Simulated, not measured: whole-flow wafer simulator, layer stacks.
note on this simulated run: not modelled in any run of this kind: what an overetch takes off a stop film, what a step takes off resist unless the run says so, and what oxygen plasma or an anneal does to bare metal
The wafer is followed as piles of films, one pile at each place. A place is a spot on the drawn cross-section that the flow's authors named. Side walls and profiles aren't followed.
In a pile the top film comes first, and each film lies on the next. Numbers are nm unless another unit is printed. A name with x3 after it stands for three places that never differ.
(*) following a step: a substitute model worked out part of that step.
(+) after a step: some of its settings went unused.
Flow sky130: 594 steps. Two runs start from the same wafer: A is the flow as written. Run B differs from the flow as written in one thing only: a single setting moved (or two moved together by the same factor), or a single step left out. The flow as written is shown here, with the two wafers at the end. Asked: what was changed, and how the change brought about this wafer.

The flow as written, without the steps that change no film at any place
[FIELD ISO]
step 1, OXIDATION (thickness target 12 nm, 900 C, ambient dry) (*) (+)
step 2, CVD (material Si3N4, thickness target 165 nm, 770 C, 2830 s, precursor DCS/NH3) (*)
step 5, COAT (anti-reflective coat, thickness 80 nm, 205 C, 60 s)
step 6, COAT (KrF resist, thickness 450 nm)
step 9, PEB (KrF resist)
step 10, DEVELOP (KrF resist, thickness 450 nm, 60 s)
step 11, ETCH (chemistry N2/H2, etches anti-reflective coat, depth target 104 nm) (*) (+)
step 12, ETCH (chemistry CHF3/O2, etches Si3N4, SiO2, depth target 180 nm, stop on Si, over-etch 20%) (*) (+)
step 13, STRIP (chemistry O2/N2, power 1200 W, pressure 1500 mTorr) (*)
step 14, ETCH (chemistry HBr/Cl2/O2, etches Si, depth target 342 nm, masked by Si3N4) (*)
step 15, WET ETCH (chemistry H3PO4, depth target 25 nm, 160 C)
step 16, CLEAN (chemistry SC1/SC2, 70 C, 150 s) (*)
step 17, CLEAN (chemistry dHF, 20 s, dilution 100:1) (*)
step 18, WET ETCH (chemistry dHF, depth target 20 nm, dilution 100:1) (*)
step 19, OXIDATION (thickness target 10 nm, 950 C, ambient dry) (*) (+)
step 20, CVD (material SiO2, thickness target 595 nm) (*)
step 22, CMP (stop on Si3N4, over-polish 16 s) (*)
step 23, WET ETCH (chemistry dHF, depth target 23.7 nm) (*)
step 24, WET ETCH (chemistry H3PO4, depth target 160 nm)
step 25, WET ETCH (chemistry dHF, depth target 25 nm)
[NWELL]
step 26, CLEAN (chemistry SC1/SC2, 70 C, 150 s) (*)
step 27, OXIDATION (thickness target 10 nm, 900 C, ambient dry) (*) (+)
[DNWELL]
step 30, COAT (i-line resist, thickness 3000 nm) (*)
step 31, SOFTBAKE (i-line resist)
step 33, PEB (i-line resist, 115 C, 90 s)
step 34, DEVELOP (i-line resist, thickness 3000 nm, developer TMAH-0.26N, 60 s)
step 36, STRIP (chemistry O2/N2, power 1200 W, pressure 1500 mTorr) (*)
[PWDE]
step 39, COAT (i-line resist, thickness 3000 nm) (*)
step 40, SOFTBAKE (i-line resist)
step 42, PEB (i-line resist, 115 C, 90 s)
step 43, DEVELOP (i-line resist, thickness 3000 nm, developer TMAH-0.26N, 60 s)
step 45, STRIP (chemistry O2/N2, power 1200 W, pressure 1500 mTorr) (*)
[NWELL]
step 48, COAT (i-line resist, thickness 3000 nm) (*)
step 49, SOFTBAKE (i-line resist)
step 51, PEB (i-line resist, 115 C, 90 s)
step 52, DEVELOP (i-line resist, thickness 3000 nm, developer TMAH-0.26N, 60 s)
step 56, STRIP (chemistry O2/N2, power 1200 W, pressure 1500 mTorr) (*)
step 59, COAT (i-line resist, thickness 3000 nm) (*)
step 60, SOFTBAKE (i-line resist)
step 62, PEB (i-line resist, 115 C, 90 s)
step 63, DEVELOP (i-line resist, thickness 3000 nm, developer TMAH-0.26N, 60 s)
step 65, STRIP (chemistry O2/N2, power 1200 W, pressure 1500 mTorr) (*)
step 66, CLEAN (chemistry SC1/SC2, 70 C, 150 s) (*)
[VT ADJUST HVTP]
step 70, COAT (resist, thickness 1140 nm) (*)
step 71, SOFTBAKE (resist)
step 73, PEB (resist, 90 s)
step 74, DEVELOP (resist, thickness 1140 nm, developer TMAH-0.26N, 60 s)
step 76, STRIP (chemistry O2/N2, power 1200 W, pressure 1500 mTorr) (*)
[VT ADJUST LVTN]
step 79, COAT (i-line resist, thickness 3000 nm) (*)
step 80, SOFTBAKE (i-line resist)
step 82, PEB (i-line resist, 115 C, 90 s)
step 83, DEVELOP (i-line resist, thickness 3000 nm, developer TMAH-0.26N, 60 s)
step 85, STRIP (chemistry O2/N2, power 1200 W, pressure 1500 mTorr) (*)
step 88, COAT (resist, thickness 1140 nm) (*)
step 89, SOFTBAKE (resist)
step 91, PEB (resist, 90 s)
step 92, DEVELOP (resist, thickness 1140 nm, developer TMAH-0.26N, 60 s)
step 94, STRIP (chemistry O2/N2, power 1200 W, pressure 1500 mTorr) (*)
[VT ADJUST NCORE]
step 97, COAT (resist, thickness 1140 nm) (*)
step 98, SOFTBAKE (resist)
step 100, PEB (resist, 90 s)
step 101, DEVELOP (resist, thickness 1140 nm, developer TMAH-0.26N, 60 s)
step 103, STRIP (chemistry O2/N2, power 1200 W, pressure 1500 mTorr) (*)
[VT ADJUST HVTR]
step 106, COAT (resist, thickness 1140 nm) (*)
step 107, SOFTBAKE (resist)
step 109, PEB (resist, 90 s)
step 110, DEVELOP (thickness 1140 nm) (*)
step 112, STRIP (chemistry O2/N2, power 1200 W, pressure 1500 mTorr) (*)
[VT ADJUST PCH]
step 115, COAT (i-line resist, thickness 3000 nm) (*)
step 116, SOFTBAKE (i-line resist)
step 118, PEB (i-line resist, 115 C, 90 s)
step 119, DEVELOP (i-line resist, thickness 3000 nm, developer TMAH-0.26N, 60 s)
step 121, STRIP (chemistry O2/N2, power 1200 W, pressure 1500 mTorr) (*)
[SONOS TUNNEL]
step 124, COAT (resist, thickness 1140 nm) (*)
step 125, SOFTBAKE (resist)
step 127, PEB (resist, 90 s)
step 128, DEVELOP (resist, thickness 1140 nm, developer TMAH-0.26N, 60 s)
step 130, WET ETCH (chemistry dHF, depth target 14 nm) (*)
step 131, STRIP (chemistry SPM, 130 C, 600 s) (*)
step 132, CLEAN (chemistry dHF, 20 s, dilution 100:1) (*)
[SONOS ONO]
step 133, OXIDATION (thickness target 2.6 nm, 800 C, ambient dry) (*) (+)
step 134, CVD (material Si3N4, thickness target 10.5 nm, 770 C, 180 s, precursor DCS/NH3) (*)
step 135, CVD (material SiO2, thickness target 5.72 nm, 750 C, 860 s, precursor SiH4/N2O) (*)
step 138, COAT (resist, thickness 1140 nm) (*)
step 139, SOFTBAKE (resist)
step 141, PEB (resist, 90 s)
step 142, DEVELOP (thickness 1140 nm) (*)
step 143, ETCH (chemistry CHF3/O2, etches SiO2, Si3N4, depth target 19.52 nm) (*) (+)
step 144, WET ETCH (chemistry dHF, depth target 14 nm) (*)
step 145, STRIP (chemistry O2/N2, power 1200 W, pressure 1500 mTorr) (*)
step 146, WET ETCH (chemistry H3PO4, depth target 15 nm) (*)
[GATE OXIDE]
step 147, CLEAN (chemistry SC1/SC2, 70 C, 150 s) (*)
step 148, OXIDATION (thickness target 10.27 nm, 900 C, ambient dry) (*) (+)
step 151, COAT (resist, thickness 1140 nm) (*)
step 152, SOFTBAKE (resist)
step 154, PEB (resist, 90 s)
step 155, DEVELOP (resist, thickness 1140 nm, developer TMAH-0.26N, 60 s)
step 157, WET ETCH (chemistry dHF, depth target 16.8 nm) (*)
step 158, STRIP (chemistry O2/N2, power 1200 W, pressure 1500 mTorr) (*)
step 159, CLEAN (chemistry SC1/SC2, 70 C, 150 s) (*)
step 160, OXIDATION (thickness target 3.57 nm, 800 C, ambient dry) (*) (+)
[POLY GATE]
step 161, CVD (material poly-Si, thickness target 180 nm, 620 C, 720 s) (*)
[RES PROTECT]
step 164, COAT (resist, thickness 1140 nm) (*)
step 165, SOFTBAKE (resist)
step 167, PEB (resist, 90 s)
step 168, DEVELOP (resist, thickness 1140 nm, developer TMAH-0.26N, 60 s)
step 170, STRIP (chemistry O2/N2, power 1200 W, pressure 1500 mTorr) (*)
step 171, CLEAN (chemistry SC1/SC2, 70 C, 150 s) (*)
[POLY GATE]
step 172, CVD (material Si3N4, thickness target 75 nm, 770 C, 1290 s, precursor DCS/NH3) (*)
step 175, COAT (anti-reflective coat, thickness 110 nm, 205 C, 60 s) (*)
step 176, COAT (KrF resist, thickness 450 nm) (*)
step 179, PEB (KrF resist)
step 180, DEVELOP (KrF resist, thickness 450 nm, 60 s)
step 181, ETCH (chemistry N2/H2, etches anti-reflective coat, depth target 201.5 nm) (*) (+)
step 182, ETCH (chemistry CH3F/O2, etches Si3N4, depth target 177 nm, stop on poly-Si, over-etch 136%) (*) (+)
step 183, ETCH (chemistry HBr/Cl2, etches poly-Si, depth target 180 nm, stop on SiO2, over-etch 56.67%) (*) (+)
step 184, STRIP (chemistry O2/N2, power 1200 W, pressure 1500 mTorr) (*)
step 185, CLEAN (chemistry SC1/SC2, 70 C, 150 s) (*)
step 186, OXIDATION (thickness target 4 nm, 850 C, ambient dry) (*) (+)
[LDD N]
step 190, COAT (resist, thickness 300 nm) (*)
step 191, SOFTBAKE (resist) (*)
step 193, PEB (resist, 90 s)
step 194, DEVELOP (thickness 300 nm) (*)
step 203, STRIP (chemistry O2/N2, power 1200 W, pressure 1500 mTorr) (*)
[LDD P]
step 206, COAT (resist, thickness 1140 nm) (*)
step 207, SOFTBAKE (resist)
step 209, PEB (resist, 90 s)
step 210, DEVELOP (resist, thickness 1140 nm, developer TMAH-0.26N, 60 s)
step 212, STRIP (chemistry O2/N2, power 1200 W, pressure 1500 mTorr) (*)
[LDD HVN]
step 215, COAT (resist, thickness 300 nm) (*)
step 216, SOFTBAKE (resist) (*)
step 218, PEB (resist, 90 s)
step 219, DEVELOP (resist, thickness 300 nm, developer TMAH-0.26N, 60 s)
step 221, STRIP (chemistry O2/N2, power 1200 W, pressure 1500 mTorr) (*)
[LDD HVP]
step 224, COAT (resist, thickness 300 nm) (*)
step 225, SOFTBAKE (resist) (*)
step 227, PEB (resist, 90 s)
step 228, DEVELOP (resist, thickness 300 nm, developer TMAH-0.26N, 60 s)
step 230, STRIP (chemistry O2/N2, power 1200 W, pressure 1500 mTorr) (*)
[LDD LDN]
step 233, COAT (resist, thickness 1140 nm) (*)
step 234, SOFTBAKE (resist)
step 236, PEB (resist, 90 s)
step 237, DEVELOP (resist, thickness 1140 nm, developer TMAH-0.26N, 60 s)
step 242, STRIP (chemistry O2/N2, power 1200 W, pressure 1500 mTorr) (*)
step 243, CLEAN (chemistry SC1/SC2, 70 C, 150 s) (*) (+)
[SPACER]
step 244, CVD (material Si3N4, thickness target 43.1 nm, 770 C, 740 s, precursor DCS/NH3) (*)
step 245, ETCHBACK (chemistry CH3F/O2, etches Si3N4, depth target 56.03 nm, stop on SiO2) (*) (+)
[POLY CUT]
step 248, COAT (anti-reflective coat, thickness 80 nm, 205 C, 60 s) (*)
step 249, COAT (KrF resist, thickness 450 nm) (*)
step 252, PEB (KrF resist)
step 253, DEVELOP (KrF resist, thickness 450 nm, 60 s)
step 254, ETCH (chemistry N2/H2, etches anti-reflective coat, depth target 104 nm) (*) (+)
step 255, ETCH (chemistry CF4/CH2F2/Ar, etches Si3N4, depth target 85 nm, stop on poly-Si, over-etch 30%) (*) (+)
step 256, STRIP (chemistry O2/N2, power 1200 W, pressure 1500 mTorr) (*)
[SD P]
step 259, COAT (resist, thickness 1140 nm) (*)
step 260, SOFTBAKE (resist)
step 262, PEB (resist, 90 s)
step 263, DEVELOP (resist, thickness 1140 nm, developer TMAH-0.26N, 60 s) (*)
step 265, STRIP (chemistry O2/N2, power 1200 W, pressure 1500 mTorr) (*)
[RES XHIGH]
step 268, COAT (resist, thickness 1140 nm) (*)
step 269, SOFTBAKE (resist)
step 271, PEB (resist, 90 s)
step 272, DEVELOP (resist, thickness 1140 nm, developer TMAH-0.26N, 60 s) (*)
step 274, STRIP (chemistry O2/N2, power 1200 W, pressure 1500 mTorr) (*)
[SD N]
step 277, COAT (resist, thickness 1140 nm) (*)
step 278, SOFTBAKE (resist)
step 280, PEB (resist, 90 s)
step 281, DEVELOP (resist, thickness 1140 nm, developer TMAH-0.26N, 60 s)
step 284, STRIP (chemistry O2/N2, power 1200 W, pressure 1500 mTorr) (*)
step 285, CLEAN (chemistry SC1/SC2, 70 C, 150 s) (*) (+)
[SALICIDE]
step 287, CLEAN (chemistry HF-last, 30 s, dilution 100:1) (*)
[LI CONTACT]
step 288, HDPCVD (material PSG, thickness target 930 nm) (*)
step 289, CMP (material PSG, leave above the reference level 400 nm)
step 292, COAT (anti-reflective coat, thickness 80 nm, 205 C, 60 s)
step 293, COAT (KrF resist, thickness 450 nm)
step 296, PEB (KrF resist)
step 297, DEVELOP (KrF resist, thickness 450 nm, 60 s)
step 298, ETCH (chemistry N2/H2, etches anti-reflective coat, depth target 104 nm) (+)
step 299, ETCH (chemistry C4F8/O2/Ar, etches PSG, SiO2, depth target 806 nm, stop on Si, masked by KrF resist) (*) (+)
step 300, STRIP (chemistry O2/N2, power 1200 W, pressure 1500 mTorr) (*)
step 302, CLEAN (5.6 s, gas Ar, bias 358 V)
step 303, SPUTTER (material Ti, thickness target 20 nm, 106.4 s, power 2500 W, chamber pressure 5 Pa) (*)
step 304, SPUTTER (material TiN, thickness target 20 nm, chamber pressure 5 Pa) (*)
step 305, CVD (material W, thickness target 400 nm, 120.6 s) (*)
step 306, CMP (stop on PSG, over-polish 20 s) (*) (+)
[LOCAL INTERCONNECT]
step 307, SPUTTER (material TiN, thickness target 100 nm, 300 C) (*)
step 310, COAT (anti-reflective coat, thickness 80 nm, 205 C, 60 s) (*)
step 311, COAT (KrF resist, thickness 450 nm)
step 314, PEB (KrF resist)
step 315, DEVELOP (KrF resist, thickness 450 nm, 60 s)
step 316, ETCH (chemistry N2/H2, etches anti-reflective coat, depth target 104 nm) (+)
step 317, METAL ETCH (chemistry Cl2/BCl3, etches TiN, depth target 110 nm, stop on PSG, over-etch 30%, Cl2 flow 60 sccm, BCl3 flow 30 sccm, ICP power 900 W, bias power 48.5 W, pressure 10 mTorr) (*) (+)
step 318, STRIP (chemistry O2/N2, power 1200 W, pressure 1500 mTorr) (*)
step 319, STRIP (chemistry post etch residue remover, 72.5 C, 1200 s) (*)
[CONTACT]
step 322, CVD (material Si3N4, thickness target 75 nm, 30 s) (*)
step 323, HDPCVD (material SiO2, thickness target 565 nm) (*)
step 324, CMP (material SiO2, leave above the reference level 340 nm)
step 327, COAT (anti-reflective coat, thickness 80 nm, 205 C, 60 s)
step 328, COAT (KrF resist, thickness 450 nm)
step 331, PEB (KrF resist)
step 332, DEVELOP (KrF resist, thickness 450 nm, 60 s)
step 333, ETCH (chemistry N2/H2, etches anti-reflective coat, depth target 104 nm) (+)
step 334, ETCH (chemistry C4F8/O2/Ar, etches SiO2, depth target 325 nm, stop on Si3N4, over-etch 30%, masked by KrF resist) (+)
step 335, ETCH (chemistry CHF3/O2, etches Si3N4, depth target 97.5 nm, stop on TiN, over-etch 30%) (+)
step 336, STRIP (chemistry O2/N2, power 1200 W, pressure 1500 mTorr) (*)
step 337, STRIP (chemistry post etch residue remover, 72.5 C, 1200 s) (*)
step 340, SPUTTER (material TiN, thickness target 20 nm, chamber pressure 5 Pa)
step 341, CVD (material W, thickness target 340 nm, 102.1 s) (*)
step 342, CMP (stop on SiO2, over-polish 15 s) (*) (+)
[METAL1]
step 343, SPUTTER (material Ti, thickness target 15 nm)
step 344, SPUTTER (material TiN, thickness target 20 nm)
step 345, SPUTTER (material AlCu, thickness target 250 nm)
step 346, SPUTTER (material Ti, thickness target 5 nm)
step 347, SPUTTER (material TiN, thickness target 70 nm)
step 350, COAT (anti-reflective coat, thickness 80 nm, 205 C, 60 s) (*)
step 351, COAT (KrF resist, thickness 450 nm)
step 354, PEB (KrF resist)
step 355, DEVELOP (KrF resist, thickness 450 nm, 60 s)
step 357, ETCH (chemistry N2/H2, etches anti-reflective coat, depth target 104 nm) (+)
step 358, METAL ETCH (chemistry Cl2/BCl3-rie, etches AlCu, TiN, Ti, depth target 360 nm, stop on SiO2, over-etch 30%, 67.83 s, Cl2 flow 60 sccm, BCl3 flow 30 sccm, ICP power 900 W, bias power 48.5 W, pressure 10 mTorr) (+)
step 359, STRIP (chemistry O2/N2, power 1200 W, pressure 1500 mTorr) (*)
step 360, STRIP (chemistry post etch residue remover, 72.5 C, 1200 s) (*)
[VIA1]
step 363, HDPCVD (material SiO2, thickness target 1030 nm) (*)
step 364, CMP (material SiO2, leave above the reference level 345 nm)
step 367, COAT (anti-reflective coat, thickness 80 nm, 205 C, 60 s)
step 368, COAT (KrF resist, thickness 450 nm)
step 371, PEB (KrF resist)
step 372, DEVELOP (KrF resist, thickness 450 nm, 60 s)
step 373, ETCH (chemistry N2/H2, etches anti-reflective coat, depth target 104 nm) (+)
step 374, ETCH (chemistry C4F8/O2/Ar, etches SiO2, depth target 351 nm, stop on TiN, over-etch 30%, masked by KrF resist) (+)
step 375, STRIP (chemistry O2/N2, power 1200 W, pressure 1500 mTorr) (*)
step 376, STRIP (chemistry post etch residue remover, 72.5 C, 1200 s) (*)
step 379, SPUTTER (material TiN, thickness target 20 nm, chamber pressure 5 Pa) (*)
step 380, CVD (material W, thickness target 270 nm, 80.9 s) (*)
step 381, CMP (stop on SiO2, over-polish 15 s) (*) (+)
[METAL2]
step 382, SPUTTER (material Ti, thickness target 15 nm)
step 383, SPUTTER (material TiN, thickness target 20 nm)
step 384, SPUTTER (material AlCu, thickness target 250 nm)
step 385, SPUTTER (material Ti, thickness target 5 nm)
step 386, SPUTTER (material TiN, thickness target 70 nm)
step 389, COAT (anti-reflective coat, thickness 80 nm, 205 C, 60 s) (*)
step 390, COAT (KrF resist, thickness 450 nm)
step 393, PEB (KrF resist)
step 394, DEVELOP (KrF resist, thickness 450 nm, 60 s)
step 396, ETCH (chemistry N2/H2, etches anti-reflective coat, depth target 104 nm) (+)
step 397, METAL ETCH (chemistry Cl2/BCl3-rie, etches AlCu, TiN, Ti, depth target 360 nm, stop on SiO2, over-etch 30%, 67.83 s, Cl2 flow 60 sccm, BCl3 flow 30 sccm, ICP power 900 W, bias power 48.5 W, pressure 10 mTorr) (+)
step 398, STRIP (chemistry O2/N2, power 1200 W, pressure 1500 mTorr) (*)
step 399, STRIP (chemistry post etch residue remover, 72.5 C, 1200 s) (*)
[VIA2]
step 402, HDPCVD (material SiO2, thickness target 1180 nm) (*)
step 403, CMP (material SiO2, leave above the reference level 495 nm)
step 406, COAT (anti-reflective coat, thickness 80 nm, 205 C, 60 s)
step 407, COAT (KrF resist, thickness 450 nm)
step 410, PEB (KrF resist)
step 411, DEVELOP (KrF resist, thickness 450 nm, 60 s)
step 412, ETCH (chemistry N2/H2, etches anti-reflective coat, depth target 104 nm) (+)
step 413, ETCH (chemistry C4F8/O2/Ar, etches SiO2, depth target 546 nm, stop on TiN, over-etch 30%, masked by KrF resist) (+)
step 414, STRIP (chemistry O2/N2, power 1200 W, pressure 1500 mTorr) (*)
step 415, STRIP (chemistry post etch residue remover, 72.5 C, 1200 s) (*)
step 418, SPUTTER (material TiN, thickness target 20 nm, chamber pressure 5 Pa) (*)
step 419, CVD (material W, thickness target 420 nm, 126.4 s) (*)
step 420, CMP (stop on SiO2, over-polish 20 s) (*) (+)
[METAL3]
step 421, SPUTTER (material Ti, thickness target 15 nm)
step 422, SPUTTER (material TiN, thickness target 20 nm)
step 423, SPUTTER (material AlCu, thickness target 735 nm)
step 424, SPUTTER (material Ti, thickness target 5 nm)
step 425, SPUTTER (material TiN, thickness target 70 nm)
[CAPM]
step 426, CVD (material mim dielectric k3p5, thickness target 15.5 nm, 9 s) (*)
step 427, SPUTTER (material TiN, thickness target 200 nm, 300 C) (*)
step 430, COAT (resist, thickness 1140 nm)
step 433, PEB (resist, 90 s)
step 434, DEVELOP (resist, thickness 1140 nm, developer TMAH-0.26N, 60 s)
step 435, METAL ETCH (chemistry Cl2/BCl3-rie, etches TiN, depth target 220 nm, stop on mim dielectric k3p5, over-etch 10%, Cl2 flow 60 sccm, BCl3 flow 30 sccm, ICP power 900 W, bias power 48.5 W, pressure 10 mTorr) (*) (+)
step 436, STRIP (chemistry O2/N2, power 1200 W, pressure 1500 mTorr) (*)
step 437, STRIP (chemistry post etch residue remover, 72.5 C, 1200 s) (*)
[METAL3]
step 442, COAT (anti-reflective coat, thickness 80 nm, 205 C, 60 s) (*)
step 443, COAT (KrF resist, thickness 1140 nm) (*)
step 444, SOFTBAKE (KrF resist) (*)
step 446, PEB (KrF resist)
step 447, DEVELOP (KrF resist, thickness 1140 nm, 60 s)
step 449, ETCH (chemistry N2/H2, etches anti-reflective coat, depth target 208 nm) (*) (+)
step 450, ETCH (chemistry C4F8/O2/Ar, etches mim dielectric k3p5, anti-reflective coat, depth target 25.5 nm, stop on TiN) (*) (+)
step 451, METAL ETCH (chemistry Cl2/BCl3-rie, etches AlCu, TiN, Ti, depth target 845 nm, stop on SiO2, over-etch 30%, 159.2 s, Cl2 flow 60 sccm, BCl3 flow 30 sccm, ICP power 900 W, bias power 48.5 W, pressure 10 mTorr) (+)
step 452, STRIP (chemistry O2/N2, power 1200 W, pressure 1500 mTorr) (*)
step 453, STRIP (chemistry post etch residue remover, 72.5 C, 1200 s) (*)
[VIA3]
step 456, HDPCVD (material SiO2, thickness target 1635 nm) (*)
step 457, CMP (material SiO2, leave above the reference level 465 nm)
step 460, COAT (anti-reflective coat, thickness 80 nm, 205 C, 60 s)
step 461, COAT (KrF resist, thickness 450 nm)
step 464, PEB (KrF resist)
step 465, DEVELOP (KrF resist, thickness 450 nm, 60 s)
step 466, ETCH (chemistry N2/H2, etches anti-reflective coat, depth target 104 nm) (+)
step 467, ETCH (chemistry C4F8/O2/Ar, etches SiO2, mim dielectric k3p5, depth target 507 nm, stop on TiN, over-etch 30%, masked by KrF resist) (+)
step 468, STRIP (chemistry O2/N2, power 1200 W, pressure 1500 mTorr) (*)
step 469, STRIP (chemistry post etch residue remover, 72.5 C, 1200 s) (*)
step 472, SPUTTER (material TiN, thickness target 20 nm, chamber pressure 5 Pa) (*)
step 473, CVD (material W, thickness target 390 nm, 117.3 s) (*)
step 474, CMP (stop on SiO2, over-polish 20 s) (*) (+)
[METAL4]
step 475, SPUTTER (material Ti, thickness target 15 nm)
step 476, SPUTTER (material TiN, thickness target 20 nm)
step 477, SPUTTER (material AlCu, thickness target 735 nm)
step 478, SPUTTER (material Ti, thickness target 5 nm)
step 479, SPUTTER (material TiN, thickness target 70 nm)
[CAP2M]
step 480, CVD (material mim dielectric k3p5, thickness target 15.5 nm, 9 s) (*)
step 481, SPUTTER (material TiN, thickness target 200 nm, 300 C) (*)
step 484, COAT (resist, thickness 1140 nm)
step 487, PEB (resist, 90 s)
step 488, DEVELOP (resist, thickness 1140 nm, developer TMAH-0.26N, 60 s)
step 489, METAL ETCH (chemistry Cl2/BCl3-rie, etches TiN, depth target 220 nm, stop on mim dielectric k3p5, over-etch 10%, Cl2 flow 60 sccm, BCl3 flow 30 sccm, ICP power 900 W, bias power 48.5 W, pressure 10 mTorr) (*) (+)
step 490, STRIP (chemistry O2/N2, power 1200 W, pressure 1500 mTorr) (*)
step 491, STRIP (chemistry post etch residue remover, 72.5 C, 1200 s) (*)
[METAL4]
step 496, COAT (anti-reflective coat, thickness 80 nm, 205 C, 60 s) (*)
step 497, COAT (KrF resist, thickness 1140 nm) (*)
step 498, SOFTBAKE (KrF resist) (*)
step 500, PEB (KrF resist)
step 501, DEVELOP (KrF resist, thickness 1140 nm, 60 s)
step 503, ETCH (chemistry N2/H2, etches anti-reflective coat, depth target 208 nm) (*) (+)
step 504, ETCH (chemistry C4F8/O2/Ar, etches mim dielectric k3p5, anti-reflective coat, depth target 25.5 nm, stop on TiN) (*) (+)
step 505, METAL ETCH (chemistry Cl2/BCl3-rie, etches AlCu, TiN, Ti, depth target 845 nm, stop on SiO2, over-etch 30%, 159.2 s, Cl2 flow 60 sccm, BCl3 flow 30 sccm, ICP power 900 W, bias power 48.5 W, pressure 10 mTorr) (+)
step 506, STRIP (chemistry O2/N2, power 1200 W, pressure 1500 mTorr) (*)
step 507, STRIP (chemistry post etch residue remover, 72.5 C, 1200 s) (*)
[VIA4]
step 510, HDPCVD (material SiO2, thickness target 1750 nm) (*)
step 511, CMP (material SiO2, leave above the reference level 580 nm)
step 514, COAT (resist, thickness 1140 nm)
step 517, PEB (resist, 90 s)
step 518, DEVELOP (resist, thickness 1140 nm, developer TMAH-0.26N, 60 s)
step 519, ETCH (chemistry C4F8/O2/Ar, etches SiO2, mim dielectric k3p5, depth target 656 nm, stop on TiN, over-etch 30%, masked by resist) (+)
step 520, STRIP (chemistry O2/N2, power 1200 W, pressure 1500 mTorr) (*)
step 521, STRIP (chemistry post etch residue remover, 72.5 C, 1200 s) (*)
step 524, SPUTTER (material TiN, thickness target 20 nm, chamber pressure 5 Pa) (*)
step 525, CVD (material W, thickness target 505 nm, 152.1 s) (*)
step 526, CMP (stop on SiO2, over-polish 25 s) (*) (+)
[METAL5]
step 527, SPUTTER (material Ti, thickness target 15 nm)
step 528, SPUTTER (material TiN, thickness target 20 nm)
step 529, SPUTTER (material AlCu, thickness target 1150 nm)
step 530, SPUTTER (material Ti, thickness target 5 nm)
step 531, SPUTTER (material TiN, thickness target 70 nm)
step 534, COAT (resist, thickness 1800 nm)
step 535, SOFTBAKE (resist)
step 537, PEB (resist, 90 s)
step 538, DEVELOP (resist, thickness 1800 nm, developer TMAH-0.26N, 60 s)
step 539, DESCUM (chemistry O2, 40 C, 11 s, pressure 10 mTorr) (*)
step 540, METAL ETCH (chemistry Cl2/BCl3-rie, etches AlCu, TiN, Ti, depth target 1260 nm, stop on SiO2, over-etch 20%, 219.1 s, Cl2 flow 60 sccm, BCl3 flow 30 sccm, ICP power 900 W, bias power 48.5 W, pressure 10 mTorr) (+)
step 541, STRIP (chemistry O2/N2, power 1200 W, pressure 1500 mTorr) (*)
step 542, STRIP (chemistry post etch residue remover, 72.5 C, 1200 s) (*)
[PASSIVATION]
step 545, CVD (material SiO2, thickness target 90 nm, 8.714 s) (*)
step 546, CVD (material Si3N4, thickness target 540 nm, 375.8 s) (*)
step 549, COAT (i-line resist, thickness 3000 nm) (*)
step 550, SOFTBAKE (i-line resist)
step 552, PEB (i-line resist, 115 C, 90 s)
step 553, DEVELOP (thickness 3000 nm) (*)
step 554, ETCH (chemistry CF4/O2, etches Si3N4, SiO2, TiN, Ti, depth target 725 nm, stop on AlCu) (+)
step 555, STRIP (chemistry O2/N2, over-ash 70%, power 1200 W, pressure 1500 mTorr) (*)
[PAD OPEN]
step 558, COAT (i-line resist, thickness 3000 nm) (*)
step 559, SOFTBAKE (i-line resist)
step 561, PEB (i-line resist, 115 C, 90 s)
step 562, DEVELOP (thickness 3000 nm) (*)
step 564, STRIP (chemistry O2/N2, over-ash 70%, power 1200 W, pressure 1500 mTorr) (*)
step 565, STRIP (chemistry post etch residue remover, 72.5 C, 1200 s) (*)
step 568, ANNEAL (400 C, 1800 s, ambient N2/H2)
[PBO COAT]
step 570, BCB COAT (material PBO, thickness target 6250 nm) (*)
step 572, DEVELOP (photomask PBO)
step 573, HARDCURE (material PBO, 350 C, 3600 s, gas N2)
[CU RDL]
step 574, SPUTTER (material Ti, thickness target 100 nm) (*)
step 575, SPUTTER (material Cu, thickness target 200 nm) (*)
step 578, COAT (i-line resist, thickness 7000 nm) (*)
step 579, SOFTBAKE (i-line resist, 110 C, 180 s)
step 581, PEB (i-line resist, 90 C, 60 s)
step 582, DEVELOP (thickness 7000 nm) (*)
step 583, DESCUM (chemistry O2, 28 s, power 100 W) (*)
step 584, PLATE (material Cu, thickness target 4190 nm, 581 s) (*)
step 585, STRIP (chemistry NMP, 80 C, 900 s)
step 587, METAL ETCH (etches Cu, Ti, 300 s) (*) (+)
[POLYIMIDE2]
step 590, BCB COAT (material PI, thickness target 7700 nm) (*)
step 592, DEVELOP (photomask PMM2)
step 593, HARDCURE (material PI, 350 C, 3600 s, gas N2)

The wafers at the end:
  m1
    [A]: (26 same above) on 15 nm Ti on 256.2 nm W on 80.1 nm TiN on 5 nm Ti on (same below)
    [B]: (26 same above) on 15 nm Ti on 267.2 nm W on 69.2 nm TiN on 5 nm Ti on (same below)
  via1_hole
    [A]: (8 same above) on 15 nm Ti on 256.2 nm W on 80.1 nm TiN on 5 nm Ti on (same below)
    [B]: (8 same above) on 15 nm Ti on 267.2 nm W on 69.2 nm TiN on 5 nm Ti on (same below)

The reason: step 379, SPUTTER: material TiN, thickness target 20 nm, chamber pressure 5 Pa (*), was skipped.

Step by step, how the change led to this:
  step 381, CMP (stop on SiO2, over-polish 15 s) (*) (+)
      field, active, n_well and 186 more: A W loses 270 (all of it), TiN loses 20 (all of it), SiO2 loses 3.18 | B W loses 270 (all of it), SiO2 loses 3.18
      m1, via1_hole: A W loses 293.6 | B W loses 273.6
